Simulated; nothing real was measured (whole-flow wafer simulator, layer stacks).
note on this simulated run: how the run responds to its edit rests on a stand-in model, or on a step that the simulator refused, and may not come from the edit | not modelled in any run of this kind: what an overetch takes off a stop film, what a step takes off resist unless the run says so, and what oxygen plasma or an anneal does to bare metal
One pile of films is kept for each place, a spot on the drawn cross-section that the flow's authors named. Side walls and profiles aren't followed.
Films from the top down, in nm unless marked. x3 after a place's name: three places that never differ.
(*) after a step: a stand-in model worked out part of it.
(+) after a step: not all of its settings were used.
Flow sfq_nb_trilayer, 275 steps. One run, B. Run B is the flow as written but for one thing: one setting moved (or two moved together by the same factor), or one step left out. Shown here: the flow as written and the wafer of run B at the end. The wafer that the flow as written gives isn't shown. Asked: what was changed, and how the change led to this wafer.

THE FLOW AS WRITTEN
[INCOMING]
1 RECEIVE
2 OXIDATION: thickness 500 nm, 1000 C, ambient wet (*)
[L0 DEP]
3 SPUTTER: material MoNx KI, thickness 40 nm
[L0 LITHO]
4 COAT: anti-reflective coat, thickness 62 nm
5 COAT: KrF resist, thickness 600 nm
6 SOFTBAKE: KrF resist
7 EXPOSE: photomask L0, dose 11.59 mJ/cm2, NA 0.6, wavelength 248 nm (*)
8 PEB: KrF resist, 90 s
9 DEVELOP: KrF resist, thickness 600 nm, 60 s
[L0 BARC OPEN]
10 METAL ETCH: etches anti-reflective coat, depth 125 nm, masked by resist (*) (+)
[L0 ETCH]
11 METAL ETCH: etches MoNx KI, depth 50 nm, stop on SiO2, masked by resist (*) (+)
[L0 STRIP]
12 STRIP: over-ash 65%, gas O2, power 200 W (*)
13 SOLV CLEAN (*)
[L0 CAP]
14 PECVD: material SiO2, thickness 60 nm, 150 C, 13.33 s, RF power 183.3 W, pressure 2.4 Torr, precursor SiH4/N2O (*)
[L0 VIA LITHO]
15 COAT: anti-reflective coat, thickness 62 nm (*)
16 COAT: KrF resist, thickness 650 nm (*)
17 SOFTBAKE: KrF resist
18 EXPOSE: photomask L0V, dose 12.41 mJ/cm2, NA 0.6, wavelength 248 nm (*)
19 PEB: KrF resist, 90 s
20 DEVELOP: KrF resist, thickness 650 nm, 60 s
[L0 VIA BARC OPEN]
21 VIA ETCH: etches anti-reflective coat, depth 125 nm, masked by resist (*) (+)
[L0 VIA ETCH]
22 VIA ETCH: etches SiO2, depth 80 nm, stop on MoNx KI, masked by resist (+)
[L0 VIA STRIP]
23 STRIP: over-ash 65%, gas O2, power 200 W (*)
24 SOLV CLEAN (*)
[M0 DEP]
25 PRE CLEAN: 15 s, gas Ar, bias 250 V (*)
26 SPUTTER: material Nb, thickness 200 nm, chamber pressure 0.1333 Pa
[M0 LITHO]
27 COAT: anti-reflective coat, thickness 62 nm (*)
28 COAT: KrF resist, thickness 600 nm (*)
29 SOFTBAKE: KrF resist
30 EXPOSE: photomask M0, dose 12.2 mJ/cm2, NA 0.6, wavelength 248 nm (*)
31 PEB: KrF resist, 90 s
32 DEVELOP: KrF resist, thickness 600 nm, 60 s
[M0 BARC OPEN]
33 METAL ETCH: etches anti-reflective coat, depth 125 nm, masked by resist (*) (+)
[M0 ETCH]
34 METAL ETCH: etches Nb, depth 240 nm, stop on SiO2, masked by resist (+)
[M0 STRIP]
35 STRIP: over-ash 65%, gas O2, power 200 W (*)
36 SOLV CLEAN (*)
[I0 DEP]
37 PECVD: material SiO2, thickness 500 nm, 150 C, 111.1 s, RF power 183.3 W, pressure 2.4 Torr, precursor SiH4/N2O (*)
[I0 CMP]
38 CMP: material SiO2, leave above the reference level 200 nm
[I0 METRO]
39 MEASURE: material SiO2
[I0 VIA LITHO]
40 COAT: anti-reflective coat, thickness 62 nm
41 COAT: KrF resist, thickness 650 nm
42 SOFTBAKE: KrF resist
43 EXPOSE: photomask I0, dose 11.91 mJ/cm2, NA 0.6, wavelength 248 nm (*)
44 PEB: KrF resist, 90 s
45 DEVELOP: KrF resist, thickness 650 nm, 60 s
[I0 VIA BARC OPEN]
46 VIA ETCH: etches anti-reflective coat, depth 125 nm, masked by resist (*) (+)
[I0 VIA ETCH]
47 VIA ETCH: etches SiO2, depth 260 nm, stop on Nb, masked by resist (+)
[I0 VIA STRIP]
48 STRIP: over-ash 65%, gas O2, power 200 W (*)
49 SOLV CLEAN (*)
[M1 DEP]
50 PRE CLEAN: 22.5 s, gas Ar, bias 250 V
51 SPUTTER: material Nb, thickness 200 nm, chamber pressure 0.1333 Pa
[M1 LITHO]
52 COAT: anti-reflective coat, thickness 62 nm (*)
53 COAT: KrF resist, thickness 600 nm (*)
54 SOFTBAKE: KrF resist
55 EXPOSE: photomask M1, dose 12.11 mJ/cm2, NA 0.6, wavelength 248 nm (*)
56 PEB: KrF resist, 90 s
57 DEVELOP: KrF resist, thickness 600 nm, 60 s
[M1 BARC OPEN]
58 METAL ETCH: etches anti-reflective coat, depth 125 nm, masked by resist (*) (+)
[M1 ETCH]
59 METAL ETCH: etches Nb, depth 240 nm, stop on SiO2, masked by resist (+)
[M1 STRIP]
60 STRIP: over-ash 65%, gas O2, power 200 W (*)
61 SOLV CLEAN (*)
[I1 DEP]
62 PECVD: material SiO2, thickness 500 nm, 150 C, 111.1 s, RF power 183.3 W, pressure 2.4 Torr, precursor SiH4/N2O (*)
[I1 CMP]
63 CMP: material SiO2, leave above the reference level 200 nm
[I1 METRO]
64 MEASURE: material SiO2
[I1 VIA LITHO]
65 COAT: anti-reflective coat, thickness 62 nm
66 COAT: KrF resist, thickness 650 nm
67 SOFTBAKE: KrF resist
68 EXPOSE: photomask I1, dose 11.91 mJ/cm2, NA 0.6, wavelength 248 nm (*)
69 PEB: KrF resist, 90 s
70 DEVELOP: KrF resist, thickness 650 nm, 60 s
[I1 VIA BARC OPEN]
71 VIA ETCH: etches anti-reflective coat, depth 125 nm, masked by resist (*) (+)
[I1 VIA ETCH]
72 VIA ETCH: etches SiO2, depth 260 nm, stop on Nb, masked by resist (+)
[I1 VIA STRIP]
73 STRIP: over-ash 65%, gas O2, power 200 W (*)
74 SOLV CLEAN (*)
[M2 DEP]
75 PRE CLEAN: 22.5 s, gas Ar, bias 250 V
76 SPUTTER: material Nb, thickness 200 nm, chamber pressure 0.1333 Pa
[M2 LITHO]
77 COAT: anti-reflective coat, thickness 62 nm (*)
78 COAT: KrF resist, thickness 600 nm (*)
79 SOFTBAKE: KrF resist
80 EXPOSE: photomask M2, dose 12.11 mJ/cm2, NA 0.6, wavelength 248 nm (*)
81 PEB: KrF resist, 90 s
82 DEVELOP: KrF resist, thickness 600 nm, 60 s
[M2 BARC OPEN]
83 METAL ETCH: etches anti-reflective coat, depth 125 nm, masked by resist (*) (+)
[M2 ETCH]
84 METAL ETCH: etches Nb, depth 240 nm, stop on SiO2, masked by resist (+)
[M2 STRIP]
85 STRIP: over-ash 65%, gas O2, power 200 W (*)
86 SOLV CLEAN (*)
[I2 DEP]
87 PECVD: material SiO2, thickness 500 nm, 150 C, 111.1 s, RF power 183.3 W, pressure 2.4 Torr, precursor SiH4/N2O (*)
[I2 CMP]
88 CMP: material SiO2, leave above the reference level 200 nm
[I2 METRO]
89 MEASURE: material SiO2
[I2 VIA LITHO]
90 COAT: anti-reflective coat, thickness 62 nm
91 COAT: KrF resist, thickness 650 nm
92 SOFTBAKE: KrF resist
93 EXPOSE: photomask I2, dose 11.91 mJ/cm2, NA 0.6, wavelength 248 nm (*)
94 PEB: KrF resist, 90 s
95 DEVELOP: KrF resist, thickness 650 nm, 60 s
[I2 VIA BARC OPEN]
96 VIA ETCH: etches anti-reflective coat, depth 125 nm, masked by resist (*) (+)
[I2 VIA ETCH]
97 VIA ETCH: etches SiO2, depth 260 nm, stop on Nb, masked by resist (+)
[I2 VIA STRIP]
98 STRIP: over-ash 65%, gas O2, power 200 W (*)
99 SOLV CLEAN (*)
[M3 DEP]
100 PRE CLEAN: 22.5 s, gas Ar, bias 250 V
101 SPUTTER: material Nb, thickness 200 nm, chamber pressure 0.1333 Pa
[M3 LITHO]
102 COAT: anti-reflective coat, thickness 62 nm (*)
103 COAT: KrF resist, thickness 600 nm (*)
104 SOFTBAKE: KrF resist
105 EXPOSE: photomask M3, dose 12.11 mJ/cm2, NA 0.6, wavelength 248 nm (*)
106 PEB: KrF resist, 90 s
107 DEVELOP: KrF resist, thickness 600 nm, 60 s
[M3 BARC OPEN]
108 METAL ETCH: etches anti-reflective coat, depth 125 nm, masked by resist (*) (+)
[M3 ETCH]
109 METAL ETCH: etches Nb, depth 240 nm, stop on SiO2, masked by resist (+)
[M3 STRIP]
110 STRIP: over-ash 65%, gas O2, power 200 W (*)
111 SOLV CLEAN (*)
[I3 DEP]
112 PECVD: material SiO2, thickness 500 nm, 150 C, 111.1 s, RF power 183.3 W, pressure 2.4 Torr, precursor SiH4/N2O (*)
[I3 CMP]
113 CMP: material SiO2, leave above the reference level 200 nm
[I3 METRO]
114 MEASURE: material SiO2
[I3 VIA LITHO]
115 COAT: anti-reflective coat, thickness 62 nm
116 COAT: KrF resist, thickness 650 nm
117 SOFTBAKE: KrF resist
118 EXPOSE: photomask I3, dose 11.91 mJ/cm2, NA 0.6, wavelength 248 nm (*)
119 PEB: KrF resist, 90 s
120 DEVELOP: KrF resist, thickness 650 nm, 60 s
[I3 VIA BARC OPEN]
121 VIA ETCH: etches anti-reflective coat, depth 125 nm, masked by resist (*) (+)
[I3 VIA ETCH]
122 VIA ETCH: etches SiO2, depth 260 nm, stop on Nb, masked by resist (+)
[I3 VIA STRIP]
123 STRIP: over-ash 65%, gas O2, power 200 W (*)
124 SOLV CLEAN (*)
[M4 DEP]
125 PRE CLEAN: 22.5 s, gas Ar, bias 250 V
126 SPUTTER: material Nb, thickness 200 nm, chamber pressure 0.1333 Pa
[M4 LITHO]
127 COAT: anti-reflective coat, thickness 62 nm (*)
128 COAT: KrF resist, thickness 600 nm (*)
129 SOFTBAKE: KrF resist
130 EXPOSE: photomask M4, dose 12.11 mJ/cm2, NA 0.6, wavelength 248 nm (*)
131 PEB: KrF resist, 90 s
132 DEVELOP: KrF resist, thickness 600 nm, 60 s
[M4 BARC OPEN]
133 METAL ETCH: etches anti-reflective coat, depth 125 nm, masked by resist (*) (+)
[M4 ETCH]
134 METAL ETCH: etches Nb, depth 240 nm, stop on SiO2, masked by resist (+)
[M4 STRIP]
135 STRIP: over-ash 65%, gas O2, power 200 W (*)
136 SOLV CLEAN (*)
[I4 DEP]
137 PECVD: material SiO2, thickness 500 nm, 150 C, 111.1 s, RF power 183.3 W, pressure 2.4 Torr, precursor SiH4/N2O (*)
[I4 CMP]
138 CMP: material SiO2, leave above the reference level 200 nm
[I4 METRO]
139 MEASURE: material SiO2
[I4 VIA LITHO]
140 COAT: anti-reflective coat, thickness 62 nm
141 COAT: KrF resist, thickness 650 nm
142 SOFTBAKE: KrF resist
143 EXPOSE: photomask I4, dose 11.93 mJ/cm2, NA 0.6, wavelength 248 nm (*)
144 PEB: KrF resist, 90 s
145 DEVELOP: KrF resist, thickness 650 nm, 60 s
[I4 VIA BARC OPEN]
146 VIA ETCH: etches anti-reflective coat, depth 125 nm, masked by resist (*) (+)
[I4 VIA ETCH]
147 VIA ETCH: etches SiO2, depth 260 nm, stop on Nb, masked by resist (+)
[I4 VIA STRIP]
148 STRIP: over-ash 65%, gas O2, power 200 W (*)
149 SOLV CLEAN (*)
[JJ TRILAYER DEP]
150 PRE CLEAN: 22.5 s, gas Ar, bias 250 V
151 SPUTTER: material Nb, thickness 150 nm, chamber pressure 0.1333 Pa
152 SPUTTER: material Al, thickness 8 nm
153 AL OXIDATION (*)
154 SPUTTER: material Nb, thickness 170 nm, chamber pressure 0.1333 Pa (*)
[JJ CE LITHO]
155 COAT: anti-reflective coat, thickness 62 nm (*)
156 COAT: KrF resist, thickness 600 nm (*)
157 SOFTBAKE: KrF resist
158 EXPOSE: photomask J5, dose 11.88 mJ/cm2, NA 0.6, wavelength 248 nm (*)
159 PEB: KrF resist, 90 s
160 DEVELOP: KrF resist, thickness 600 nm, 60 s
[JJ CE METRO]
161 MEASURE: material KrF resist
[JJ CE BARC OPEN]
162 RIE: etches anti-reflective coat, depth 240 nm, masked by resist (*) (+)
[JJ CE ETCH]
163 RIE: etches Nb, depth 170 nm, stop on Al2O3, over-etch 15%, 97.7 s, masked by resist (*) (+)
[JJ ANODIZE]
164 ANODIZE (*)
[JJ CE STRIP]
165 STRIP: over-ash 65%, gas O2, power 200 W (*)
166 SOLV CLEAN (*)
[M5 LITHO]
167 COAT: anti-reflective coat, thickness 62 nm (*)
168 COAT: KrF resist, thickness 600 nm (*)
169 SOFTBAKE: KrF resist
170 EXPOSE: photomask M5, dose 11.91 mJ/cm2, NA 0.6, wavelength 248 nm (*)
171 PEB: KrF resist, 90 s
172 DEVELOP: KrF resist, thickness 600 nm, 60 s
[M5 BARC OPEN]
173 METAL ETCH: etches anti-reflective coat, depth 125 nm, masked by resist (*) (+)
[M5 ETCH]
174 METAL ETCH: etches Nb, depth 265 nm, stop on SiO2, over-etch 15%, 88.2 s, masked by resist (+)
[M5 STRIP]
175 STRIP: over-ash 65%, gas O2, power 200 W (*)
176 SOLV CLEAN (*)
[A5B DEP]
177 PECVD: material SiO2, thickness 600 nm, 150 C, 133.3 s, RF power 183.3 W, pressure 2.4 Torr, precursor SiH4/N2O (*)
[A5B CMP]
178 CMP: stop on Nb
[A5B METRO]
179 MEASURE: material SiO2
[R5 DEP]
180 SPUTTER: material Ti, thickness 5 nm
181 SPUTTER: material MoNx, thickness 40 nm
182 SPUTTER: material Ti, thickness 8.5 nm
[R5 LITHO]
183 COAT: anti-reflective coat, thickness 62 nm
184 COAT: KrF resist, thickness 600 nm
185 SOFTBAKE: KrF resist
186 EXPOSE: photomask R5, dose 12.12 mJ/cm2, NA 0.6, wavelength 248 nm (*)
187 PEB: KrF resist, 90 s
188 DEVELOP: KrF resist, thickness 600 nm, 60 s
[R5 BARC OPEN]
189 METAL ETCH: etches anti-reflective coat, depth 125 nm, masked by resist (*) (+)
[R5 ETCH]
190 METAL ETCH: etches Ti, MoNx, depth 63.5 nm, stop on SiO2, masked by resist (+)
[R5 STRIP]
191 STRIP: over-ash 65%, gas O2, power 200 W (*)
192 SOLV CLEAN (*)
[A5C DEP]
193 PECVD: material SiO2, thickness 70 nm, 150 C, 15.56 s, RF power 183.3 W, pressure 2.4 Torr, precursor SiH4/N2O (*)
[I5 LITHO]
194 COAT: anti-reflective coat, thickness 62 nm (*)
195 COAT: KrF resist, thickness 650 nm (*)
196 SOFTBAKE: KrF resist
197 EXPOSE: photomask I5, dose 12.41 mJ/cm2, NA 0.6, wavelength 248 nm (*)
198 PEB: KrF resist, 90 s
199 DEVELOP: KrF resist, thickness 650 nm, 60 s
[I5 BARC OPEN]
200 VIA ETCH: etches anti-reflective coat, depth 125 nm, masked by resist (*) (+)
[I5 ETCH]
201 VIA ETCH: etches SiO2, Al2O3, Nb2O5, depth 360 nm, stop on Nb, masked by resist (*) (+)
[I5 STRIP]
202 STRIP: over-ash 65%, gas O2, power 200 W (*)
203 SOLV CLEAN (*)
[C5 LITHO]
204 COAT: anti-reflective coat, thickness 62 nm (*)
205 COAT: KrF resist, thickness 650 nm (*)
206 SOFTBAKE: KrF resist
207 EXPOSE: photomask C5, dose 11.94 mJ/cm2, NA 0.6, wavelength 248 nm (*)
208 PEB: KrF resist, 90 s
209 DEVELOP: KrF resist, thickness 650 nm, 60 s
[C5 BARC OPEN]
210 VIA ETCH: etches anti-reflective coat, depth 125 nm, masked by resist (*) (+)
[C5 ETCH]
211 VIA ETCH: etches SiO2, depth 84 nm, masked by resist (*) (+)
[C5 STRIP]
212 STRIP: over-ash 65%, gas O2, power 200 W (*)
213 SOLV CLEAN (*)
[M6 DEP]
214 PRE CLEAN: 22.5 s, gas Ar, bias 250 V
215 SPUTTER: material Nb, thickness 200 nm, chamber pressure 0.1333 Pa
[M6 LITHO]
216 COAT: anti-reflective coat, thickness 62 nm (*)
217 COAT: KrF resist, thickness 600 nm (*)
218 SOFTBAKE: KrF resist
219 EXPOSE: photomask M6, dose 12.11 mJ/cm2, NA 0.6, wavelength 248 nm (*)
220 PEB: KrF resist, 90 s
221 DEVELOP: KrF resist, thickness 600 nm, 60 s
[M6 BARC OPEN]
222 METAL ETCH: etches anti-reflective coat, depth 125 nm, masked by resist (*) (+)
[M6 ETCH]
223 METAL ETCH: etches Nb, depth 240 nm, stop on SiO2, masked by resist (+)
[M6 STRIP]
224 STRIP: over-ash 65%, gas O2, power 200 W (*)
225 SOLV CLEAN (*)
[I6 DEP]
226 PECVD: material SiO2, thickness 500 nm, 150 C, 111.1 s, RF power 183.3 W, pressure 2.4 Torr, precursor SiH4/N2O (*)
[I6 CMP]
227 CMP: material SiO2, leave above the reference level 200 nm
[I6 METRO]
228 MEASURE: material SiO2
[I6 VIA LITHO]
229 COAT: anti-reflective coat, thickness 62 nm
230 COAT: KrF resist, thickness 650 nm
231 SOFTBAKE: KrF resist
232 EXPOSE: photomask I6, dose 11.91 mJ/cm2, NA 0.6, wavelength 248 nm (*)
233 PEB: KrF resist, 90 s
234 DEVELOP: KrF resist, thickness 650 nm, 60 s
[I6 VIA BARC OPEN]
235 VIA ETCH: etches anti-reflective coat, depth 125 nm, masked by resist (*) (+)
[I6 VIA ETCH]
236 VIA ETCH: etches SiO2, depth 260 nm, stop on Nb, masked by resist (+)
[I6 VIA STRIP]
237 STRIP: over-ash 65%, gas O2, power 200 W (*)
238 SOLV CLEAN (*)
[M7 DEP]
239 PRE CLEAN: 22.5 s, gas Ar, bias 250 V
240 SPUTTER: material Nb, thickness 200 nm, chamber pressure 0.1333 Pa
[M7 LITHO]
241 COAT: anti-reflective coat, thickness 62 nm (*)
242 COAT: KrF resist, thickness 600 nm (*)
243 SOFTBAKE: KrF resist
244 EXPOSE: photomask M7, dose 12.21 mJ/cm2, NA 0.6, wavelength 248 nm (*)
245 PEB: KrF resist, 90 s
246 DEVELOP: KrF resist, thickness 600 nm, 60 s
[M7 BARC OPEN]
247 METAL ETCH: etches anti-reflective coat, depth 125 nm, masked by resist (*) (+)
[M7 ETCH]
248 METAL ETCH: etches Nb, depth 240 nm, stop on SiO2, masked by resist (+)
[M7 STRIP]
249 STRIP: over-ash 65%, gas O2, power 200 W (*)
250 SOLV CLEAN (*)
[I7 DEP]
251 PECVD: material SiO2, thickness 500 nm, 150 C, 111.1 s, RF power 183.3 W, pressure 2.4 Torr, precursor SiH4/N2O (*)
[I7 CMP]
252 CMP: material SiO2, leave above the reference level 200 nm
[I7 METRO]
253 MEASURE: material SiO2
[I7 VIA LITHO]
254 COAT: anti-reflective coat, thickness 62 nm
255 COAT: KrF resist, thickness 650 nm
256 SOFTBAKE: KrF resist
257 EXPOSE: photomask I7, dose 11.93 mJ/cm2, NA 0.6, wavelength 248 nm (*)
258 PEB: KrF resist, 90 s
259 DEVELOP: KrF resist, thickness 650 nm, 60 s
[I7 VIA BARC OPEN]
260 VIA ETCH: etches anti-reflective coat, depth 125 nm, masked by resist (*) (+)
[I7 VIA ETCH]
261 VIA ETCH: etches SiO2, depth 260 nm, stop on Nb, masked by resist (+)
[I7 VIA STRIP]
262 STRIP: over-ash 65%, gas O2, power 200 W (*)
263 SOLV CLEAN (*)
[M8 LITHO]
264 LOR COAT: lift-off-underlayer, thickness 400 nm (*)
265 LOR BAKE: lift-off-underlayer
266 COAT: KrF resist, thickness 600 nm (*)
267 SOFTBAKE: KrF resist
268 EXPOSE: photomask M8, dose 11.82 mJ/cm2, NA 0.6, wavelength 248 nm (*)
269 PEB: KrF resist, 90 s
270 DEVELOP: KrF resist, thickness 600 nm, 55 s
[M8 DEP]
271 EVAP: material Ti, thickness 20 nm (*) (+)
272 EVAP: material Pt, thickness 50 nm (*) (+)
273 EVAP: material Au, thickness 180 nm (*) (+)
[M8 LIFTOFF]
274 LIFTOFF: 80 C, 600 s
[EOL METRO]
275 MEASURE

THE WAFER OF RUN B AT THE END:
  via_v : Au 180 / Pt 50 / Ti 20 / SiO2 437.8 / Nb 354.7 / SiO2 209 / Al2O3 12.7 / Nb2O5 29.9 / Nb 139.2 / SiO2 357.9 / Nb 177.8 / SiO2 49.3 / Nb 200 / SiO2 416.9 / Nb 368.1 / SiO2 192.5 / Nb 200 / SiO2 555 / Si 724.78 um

The cause: step 122, VIA ETCH: depth 143 nm was run, where the flow has depth 260 nm.

How the change led to this, step by step:
  122 VIA ETCH: etches SiO2, depth 260 nm, stop on Nb, masked by resist (+)
      via_v: SiO2 -143 (as written it would be: SiO2 -199.8 (all of it))
      field_l, v_sur, via_wl and 102 more: KrF resist -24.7 (as written it would be: KrF resist -44.8)
  123 STRIP: over-ash 65%, gas O2, power 200 W (*)
      field_l, v_sur, via_wl and 102 more: KrF resist -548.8 (all of it), anti-reflective coat -62 (all of it) (as written it would be: KrF resist -528.6 (all of it), anti-reflective coat -62 (all of it))
  125 PRE CLEAN: 22.5 s, gas Ar, bias 250 V
      via_v: SiO2 -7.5 (as written it would be: Nb -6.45)
  126 SPUTTER: material Nb, thickness 200 nm, chamber pressure 0.1333 Pa
      via_v: Nb +177.8 (new film) (as written it would be: Nb +165.5)
  127 COAT: anti-reflective coat, thickness 62 nm (*)
      via_sp: anti-reflective coat +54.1 (new film) (as written it would be: anti-reflective coat +53 (new film))
      via_v: anti-reflective coat +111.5 (new film) (as written it would be: anti-reflective coat +124.8 (new film))
      (and at 1 more place)
  128 COAT: KrF resist, thickness 600 nm (*)
      via_v: KrF resist +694 (new film) (as written it would be: KrF resist +739.8 (new film))
  135 STRIP: over-ash 65%, gas O2, power 200 W (*)
      via_sp: KrF resist -377.6 (all of it), anti-reflective coat -54.1 (all of it) (as written it would be: KrF resist -373.9 (all of it), anti-reflective coat -53 (all of it))
      via_v: KrF resist -476.2 (all of it), anti-reflective coat -111.5 (all of it) (as written it would be: KrF resist -521.8 (all of it), anti-reflective coat -124.8 (all of it))
      (and at 1 more place)
  137 PECVD: material SiO2, thickness 500 nm, 150 C, 111.1 s, RF power 183.3 W, pressure 2.4 Torr, precursor SiH4/N2O (*)
      via_v: SiO2 +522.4 (new film) (as written it would be: SiO2 +615 (new film))
  138 CMP: material SiO2, leave above the reference level 200 nm
      via_v: SiO2 -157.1 (as written it would be: SiO2 -181.6)
Counting metal films that touch as one body, via_v has 7 bodies (between them, from the top down: SiO2 437.8; SiO2 209 / Al2O3 12.7 / Nb2O5 29.9; SiO2 357.9; SiO2 49.3; SiO2 416.9; SiO2 192.5); the flow as written gives 6 bodies (between them, from the top down: SiO2 437.8; SiO2 209 / Al2O3 12.7 / Nb2O5 29.9; SiO2 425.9; SiO2 416.9; SiO2 192.5).
